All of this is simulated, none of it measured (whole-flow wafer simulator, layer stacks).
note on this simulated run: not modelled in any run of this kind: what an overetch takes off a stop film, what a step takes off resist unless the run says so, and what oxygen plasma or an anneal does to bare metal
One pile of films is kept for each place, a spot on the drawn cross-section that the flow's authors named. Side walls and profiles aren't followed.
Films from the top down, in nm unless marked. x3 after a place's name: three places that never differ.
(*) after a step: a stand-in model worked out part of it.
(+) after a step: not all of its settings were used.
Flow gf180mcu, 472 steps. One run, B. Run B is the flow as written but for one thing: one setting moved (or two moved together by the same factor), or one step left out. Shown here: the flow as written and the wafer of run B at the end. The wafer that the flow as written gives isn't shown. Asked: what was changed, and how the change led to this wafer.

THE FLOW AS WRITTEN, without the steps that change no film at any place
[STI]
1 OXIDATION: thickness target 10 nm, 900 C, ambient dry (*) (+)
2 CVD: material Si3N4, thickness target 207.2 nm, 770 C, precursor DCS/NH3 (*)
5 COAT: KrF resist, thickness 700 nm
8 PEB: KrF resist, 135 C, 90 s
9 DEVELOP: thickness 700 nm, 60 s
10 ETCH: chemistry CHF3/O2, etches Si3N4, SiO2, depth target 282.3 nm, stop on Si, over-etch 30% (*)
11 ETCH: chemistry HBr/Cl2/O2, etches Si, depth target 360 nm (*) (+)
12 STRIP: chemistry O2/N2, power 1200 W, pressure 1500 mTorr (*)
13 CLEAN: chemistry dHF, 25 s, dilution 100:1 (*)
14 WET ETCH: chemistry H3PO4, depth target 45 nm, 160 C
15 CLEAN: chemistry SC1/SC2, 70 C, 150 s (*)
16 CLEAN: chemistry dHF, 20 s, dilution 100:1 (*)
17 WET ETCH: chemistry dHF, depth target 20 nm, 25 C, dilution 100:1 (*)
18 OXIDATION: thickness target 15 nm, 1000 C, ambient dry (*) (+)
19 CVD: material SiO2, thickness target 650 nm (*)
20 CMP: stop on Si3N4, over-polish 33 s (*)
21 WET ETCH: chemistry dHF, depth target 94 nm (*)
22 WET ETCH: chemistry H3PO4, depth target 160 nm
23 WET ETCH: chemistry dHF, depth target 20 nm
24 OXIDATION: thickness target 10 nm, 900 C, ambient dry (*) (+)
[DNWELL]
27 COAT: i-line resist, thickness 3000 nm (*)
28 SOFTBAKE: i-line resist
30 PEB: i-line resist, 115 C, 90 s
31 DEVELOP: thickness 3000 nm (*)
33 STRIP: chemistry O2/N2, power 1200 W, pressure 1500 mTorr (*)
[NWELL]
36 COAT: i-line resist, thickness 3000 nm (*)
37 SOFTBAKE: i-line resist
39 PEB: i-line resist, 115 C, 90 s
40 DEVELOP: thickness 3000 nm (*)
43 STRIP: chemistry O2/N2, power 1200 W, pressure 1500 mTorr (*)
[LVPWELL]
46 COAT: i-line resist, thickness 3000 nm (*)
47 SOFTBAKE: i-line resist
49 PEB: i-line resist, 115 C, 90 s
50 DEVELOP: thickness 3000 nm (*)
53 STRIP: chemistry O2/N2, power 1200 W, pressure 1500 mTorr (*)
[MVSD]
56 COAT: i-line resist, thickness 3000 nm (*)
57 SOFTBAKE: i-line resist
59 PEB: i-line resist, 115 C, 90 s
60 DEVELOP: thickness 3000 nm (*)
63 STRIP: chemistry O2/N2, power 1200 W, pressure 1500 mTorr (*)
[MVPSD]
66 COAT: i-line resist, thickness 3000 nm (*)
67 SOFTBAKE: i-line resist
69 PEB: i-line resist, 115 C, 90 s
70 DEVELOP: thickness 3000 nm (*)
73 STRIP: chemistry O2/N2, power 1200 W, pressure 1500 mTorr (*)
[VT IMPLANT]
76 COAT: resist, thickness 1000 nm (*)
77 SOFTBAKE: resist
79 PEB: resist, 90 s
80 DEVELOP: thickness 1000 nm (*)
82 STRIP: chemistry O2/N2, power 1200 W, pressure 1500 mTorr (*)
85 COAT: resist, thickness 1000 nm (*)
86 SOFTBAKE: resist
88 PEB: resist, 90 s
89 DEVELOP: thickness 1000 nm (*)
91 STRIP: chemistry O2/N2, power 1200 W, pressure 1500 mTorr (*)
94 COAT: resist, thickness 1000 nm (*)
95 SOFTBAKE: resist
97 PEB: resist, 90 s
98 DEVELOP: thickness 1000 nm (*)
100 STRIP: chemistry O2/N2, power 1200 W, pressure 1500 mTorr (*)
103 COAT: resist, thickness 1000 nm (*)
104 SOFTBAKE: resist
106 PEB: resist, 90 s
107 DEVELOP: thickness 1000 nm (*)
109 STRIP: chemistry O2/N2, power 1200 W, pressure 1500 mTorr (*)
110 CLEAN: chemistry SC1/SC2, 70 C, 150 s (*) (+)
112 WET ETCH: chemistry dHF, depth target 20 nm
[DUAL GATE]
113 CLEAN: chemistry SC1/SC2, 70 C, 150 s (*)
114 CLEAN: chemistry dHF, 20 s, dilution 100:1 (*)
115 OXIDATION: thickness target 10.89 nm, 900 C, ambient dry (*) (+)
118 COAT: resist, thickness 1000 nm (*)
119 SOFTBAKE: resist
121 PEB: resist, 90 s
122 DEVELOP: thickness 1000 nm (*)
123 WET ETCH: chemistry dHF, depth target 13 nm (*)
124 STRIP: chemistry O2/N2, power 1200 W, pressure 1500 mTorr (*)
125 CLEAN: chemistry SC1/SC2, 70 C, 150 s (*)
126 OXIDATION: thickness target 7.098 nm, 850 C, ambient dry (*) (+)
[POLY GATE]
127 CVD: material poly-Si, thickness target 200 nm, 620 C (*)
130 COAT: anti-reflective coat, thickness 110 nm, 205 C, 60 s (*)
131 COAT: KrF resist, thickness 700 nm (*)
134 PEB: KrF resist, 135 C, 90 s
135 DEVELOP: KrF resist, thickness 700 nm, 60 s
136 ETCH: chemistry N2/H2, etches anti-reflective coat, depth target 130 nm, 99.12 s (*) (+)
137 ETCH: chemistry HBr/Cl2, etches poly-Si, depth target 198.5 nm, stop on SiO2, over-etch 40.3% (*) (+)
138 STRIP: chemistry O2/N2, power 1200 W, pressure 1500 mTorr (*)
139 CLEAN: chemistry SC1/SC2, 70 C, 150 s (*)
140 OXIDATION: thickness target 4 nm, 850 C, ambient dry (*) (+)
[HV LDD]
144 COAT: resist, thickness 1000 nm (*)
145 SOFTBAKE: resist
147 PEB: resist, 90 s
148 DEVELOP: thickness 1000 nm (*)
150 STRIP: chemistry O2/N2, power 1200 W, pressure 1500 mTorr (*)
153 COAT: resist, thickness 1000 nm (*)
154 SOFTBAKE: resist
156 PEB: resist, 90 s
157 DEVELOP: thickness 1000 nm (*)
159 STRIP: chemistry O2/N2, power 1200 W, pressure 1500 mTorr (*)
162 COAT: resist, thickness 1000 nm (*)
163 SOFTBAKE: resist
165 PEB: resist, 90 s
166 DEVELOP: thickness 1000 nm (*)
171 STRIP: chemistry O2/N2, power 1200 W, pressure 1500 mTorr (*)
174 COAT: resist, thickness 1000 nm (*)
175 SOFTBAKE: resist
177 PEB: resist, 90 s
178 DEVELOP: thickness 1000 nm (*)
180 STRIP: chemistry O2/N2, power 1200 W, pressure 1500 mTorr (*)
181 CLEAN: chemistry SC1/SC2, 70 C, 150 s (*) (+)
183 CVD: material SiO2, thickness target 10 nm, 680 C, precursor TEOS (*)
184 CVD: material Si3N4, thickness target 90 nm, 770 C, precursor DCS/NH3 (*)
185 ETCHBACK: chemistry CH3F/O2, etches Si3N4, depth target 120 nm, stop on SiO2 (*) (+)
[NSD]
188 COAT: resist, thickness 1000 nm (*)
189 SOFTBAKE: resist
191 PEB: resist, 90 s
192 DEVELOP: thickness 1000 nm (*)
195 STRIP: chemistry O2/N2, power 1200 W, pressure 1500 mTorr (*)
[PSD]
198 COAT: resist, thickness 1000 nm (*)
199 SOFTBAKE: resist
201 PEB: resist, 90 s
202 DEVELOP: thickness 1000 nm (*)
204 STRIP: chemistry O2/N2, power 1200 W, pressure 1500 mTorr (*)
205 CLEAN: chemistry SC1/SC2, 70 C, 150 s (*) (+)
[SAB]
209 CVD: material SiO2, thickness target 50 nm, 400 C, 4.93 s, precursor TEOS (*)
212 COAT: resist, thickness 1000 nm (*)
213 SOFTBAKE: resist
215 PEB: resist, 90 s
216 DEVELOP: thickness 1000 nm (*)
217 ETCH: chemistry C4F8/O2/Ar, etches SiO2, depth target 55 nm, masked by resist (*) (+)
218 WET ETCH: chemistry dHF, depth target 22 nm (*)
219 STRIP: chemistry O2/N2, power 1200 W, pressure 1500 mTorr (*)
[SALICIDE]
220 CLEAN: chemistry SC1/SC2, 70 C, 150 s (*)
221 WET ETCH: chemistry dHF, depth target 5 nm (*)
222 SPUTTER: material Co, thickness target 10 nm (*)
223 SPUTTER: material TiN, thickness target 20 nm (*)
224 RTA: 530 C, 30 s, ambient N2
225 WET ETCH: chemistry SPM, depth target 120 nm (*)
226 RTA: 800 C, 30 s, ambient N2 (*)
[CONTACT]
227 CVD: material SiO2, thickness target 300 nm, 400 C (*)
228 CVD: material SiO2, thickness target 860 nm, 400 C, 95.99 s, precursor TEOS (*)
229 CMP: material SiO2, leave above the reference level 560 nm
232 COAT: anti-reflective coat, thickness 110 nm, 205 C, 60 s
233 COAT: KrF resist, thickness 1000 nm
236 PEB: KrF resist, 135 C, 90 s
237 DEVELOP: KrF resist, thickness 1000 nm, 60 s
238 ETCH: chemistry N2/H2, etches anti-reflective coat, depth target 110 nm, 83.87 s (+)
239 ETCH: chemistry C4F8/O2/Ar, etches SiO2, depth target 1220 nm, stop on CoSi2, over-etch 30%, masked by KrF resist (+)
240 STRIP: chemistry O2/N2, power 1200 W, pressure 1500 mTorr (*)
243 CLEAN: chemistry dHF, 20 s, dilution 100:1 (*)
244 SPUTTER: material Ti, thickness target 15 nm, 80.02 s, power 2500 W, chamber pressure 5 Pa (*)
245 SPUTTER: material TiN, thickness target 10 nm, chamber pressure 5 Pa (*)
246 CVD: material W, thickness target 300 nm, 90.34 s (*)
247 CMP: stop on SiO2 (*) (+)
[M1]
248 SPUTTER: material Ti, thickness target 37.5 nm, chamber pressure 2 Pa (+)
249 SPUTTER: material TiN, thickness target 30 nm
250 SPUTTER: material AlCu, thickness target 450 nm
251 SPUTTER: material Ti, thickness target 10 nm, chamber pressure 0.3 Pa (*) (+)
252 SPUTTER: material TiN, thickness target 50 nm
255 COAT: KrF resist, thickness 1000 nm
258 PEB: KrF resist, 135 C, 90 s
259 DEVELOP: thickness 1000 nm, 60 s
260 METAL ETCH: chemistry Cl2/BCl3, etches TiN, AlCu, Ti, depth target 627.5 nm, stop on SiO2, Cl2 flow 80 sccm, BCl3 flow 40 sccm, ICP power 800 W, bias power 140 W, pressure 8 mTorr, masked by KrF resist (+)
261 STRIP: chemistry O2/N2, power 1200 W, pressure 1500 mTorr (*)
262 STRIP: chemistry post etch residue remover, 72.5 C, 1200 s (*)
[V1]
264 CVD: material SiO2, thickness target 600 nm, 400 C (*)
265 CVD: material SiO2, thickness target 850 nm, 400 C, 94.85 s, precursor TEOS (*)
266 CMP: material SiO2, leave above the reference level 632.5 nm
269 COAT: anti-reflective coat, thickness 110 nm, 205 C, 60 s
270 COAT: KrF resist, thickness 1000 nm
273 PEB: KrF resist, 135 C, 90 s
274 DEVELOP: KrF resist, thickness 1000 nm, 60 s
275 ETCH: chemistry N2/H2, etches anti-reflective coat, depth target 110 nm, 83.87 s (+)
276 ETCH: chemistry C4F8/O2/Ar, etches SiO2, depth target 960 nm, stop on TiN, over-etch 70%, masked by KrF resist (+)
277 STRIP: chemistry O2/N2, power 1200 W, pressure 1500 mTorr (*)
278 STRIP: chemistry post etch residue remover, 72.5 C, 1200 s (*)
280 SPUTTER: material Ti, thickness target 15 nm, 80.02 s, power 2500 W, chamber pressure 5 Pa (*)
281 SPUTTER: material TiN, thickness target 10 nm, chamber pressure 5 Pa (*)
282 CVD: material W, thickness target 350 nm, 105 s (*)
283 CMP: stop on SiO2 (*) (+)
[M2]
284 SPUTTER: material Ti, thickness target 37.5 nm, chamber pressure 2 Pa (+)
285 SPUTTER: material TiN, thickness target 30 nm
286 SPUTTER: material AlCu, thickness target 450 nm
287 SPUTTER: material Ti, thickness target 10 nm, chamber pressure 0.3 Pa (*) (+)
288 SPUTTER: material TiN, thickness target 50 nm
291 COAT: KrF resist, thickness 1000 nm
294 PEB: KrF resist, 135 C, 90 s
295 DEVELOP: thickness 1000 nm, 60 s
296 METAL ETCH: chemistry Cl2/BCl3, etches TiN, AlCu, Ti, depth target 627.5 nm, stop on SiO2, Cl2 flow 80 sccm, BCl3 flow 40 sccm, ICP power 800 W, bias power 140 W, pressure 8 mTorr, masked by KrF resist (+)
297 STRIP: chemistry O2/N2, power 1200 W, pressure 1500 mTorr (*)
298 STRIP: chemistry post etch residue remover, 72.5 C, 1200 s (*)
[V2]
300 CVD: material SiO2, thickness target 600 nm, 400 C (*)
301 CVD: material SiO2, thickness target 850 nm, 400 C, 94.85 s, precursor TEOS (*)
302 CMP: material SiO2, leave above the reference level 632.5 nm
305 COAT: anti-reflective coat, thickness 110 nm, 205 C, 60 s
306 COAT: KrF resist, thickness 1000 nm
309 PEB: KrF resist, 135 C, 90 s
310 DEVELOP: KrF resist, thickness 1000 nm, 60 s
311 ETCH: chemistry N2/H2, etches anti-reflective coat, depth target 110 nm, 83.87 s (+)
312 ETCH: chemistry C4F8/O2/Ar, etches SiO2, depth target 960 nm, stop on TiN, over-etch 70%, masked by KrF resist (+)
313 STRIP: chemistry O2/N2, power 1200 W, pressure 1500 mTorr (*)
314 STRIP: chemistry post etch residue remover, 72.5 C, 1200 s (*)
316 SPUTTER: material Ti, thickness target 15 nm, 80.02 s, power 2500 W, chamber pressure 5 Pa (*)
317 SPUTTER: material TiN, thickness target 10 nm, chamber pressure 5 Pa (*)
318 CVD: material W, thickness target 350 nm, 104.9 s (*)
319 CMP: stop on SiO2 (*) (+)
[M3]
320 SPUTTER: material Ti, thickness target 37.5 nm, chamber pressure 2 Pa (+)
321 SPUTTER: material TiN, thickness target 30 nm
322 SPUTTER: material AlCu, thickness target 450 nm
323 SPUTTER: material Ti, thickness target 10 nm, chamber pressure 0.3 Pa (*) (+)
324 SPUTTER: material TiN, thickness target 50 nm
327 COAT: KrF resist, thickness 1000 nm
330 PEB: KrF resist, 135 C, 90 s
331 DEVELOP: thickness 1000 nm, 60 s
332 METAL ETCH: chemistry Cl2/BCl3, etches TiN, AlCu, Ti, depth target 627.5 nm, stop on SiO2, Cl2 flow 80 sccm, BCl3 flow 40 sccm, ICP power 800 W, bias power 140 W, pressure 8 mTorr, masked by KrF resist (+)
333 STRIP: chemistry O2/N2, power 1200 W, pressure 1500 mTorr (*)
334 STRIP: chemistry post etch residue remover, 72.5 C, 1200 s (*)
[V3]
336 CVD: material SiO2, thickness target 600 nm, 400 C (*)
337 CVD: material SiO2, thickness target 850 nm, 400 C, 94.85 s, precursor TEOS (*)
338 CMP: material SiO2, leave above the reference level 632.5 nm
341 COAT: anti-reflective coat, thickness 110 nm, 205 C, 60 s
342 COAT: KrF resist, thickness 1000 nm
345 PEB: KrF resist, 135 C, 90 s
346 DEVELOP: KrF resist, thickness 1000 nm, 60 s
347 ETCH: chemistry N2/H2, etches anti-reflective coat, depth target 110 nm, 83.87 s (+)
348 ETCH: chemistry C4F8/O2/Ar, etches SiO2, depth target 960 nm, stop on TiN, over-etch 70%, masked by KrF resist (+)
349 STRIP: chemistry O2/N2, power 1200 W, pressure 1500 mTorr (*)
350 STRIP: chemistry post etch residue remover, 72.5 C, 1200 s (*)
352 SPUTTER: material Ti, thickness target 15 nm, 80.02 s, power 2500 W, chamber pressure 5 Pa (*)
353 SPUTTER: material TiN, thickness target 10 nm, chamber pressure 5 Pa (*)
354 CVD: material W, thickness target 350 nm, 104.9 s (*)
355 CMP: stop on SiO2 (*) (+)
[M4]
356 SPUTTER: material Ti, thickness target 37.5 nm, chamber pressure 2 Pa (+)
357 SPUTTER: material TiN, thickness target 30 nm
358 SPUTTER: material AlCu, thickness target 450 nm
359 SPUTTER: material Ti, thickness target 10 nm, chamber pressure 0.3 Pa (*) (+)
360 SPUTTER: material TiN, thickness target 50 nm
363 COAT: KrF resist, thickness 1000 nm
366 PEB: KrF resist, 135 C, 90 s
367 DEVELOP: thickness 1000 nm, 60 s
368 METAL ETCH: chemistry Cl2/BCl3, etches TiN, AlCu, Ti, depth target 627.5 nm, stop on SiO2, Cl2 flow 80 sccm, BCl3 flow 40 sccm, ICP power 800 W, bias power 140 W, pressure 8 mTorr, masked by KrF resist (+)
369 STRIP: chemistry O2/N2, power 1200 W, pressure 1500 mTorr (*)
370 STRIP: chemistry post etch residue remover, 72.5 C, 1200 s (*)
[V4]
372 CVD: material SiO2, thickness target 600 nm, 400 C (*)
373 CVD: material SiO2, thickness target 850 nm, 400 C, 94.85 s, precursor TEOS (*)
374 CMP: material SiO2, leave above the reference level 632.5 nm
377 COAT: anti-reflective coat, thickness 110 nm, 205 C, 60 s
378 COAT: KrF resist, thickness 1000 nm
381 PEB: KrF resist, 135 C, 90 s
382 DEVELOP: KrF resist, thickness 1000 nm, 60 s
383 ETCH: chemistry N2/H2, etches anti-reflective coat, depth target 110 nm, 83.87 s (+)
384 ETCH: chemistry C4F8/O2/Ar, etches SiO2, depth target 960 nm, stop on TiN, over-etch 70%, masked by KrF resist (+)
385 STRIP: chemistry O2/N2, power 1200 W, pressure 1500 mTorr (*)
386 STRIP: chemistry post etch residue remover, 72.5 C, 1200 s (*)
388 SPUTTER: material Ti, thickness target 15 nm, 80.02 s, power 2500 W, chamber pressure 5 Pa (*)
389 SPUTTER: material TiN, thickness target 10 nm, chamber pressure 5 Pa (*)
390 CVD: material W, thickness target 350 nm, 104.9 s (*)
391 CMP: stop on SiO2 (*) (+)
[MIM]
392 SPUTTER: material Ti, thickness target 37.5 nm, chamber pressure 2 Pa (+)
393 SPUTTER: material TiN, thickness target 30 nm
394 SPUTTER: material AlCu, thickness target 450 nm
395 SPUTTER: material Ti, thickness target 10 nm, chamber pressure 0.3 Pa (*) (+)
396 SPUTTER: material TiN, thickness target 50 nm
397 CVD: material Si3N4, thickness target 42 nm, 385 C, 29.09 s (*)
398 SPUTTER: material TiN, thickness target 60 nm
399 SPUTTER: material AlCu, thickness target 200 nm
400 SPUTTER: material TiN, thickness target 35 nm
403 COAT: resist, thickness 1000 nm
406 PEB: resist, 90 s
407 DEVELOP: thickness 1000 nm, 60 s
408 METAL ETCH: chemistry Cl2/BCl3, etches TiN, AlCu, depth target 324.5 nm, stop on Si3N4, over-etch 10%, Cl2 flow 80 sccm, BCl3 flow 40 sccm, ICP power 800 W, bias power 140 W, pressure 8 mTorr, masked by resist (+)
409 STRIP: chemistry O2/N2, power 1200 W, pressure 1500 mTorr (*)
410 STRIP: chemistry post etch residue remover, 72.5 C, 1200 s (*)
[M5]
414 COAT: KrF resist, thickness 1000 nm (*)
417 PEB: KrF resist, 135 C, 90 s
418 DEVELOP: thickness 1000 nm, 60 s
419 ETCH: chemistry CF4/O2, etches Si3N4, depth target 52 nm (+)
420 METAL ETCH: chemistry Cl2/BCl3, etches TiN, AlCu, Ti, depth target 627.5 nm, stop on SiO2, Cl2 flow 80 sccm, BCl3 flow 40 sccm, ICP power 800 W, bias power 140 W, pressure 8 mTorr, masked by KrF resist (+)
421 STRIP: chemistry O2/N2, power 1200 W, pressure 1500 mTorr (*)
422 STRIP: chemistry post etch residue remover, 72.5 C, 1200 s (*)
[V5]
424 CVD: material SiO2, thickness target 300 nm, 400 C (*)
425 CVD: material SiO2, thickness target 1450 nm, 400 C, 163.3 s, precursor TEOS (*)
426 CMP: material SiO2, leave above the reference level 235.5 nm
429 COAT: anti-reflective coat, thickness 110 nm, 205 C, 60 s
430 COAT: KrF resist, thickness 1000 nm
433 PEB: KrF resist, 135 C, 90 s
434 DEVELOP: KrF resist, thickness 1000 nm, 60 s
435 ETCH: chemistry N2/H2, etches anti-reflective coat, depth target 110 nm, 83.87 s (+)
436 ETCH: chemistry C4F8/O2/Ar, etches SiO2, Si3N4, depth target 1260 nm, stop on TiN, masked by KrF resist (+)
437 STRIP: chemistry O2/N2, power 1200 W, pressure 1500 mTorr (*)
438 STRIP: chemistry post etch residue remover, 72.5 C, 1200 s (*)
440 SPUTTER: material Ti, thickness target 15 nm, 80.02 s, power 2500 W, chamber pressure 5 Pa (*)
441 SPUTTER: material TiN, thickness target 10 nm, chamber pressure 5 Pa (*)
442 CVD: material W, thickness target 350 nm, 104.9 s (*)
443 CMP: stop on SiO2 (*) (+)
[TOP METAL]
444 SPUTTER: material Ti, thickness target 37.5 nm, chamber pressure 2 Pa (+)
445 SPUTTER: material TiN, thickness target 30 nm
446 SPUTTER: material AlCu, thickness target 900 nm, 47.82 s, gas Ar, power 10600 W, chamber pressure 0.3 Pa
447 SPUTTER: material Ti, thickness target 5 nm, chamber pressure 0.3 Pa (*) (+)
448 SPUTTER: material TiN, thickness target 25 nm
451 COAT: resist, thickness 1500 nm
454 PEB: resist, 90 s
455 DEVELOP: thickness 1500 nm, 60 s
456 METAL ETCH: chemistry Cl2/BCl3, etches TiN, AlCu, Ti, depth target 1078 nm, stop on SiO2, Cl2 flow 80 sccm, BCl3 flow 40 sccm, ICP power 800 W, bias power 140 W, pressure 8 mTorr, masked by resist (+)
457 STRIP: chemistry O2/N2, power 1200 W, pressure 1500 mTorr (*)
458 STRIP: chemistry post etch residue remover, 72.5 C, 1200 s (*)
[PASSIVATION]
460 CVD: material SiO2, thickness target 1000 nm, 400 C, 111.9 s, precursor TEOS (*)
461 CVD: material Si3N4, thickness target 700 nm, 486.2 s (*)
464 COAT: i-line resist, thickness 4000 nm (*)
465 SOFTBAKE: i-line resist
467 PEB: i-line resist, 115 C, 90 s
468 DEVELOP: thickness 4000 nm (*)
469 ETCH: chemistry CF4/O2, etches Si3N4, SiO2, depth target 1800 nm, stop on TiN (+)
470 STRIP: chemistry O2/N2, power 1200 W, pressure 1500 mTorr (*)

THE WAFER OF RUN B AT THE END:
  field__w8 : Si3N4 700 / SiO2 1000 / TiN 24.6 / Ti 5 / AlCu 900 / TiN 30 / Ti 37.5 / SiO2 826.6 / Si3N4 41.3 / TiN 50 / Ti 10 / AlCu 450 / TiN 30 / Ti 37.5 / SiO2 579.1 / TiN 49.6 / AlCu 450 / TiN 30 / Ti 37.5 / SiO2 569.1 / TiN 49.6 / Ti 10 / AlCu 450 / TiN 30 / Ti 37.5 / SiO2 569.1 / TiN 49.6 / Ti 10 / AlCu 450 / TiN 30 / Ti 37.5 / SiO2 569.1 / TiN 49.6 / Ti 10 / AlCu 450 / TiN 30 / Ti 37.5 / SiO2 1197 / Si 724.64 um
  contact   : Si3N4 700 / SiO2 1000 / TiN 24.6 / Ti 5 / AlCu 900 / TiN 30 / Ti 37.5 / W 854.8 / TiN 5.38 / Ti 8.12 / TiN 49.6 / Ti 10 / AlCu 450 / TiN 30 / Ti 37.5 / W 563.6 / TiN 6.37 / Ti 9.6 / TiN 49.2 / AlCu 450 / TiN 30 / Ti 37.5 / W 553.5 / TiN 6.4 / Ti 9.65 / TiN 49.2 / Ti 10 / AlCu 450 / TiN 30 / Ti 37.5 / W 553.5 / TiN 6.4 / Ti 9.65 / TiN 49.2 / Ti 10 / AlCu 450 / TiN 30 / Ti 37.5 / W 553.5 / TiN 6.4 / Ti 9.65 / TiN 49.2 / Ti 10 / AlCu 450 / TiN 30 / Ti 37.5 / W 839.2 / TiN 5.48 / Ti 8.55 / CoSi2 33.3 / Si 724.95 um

The cause: step 359, SPUTTER: material Ti, thickness target 10 nm, chamber pressure 0.3 Pa (*) (+), was left out.

How the change led to this, step by step:
  368 METAL ETCH: chemistry Cl2/BCl3, etches TiN, AlCu, Ti, depth target 627.5 nm, stop on SiO2, Cl2 flow 80 sccm, BCl3 flow 40 sccm, ICP power 800 W, bias power 140 W, pressure 8 mTorr, masked by KrF resist (+)
      field, field__w1, field__w2 and 103 more: TiN -50 (all of it), AlCu -450 (all of it), TiN -30 (all of it), Ti -37.5 (all of it) (as written it would be: TiN -50 (all of it), Ti -10 (all of it), AlCu -450 (all of it), TiN -30 (all of it), Ti -37.5 (all of it))
